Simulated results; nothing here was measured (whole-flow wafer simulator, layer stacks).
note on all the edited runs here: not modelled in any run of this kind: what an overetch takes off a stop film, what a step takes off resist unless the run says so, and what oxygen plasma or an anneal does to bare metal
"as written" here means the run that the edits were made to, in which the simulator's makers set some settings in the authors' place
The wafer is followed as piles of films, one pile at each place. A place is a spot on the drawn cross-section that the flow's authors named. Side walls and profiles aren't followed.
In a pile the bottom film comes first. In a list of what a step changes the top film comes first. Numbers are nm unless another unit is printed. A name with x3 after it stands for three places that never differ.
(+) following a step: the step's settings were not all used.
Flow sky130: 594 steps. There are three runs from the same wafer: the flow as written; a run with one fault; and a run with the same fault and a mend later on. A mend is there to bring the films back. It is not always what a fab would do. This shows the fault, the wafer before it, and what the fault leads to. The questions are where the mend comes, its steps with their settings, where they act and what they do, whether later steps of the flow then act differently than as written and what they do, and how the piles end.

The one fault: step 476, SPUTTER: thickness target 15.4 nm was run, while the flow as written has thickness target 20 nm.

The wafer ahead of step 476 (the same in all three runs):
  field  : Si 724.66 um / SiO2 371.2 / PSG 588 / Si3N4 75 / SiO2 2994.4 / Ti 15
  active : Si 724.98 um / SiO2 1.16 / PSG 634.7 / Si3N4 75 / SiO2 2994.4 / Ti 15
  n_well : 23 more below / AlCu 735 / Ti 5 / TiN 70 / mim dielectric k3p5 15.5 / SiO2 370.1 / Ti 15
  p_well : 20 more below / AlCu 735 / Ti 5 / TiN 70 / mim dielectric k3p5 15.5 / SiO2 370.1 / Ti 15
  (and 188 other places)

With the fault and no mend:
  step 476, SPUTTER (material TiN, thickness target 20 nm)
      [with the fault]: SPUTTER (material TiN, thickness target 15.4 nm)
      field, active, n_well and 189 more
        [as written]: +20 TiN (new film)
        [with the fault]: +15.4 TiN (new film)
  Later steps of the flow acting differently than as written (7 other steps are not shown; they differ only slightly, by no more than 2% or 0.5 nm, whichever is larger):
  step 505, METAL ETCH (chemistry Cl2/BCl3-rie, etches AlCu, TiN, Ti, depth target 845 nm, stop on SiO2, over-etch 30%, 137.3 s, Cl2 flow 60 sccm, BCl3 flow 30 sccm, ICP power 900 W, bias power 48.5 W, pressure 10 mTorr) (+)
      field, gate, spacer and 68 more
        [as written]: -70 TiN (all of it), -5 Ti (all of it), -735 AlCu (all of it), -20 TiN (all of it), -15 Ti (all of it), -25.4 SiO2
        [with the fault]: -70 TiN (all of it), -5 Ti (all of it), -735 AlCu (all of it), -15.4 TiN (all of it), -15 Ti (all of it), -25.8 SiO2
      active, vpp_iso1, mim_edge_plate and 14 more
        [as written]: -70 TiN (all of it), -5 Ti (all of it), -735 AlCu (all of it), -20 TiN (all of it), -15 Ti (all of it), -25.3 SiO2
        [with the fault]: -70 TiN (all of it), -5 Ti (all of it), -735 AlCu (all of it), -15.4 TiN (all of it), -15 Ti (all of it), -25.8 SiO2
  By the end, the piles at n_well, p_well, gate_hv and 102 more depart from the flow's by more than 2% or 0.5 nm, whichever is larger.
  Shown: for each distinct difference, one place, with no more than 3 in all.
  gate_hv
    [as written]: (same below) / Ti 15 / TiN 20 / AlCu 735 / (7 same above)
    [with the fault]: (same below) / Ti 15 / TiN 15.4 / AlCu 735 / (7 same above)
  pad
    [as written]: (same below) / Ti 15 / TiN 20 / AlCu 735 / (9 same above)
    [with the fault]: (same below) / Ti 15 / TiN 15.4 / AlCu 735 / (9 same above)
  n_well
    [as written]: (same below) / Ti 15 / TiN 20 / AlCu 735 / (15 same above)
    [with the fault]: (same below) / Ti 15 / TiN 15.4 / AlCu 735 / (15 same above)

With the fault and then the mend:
  The mend follows step 476.
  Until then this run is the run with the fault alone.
  step 476a, SPUTTER (material TiN, thickness target 4.6 nm) (the flow's step 476 again, with other settings)
      field, active, n_well and 189 more
        +4.6 TiN
  Later steps of the flow that are run all act as written at every place that is followed.
  The piles end the same as the flow's at every place that both follow.
